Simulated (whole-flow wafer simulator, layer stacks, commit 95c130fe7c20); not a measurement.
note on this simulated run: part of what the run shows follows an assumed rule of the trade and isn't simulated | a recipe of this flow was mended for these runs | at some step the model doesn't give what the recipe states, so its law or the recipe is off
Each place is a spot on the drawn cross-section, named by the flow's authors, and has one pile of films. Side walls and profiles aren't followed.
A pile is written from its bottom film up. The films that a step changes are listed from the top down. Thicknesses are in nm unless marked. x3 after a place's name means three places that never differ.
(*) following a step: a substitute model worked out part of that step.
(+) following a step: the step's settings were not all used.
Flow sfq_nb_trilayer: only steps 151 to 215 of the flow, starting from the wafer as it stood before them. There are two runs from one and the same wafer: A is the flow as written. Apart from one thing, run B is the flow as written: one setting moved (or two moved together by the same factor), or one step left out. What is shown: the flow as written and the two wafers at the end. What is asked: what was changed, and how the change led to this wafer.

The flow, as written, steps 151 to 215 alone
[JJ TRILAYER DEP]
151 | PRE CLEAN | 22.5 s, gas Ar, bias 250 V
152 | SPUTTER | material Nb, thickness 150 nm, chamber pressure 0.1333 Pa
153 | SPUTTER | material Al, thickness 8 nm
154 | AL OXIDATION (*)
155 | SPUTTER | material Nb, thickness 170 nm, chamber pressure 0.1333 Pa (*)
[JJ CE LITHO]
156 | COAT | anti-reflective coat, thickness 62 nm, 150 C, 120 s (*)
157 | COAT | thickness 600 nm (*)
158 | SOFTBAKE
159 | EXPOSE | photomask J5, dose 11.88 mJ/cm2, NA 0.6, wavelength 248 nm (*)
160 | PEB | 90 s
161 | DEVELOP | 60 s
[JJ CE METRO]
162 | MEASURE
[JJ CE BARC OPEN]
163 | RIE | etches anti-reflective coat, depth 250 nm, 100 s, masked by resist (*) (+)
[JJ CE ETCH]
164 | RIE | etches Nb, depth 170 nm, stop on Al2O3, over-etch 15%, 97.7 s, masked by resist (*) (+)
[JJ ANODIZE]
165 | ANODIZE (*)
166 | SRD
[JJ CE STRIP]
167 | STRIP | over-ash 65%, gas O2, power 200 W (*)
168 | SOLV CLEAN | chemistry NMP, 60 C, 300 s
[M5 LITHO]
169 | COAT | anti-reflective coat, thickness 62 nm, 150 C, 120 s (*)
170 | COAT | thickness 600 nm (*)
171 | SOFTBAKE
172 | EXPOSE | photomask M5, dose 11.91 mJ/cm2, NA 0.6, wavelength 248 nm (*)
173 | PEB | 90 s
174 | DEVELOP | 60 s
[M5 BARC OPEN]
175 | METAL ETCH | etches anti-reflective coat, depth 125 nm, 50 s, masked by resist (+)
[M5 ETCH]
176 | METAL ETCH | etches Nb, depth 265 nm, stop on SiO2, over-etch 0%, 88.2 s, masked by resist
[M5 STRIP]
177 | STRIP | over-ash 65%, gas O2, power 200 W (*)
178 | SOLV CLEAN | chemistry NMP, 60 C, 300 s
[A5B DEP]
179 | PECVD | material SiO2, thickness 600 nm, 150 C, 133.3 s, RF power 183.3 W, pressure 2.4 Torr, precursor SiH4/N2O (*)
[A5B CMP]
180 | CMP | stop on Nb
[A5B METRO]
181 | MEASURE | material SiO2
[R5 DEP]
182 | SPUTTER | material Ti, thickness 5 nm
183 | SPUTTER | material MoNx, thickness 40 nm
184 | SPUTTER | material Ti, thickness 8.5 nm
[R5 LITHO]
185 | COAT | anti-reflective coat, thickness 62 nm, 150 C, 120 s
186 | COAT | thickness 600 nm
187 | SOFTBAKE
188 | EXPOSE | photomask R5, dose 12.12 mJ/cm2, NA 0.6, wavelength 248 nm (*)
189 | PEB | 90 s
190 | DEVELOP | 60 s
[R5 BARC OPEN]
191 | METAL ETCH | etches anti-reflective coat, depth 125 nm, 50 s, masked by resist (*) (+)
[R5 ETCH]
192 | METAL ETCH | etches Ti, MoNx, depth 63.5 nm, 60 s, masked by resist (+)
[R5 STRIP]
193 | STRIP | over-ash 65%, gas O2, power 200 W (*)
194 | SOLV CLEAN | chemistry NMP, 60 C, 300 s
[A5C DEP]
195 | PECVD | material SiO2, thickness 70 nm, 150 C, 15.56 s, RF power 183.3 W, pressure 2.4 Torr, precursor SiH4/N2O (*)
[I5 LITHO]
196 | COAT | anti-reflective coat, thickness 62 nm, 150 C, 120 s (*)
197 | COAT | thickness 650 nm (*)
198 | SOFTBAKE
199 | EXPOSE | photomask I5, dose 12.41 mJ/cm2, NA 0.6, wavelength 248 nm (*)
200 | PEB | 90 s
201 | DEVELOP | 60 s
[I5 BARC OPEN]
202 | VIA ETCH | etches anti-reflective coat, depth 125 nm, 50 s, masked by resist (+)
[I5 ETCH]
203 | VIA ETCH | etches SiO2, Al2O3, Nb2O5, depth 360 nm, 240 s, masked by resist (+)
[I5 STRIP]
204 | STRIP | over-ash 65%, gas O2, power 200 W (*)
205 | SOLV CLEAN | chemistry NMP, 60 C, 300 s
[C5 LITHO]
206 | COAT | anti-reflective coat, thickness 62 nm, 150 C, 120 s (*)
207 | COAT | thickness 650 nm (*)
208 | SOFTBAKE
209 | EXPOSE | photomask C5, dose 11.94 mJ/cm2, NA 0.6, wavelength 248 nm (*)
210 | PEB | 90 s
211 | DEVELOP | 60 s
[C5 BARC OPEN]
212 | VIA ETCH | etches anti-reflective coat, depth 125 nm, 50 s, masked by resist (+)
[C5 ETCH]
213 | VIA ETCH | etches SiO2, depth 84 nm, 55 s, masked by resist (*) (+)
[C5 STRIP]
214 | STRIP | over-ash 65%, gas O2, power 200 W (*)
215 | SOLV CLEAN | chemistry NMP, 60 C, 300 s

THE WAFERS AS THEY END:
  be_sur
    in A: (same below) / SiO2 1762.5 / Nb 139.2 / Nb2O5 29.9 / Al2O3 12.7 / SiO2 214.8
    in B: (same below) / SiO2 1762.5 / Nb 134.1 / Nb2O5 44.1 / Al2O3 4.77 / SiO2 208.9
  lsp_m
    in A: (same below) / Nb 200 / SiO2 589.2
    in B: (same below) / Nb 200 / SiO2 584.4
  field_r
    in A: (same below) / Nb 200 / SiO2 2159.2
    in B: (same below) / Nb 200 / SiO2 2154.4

The reason: step 153, SPUTTER: thickness 3.2 nm was run, whereas the flow has thickness 8 nm.

Step by step, how the change led to this:
  153 | SPUTTER | material Al, thickness 8 nm
      field_l, v_sur, via_sp and 100 more: A Al gains 8 (new film) | B Al gains 3.2 (new film)
      via_wl, via_wr: A Al gains 5.13 (new film) | B Al gains 2.05 (new film)
      (as well as at 1 more place)
  156 | COAT | anti-reflective coat, thickness 62 nm, 150 C, 120 s (*)
      via_wl, via_wr: A anti-reflective coat gains 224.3 (new film) | B anti-reflective coat gains 216.8 (new film)
      via_w: A anti-reflective coat gains 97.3 (new film) | B anti-reflective coat gains 94.4 (new film)
  163 | RIE | etches anti-reflective coat, depth 250 nm, 100 s, masked by resist (*) (+)
      via_wl, via_wr: A anti-reflective coat loses 224.3 (all of it) | B anti-reflective coat loses 216.8 (all of it)
      via_w: A anti-reflective coat loses 97.3 (all of it) | B anti-reflective coat loses 94.4 (all of it)
  165 | ANODIZE (*)
      field_l, v_sur, via_sp and 96 more: A Al2O3 gains 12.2, Nb2O5 gains 29.9 (new film), Al loses 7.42 (all of it), Nb loses 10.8 | B Al2O3 gains 4.32, Nb2O5 gains 44.1 (new film), Al loses 2.62 (all of it), Nb loses 15.9
      via_wl, via_wr: A Al2O3 gains 7.51 (new film), Nb2O5 gains 39.2 (new film), Al loses 4.55 (all of it), Nb loses 14.1 | B Al2O3 gains 2.43 (new film), Nb2O5 gains 48.3 (new film), Al loses 1.47 (all of it), Nb loses 17.4
      (as well as at 1 more place)
  169 | COAT | anti-reflective coat, thickness 62 nm, 150 C, 120 s (*)
      gap: A anti-reflective coat gains 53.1 (new film) | B anti-reflective coat gains 54.5 (new film)
      ce_l: A anti-reflective coat gains 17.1 (new film) | B anti-reflective coat gains 17.7 (new film)
      (as well as at 2 more places)
  176 | METAL ETCH | etches Nb, depth 265 nm, stop on SiO2, over-etch 0%, 88.2 s, masked by resist
      field_l, res, field_r and 43 more: A Al2O3 loses 12.6 (all of it), Nb2O5 loses 29.9 (all of it), Nb loses 139.2 (all of it), SiO2 loses 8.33 | B Al2O3 loses 4.64 (all of it), Nb2O5 loses 44.1 (all of it), Nb loses 134.1 (all of it), SiO2 loses 8.21
      r_end, moat, wl_b_sl, wl_g_sl: A Al2O3 loses 12.6 (all of it), Nb2O5 loses 29.9 (all of it), Nb loses 139.2 (all of it), SiO2 loses 8.33 | B Al2O3 loses 4.65 (all of it), Nb2O5 loses 44.1 (all of it), Nb loses 134.1 (all of it), SiO2 loses 8.21
      (as well as at 3 more places)
  177 | STRIP | over-ash 65%, gas O2, power 200 W (*)
      gap: A KrF-resist-other-grade loses 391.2 (all of it), anti-reflective coat loses 53.1 (all of it) | B KrF-resist-other-grade loses 389.6 (all of it), anti-reflective coat loses 54.5 (all of it)
      ce_l: A KrF-resist-other-grade loses 307.2 (all of it), anti-reflective coat loses 17.1 (all of it) | B KrF-resist-other-grade loses 311.2 (all of it), anti-reflective coat loses 17.7 (all of it)
      (as well as at 2 more places)
  180 | CMP | stop on Nb
      via_wl, via_wr: A SiO2 loses 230 | B SiO2 loses 235.6
      via_w: A SiO2 loses 229.6 | B SiO2 loses 235.4
  203 | VIA ETCH | etches SiO2, Al2O3, Nb2O5, depth 360 nm, 240 s, masked by resist (+)
      be: A SiO2 loses 214.5 (all of it), Al2O3 loses 12.7 (all of it), Nb2O5 loses 29.9 (all of it), Nb loses 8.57 | B SiO2 loses 208.6 (all of it), Al2O3 loses 4.77 (all of it), Nb2O5 loses 44.1 (all of it), Nb loses 8.54
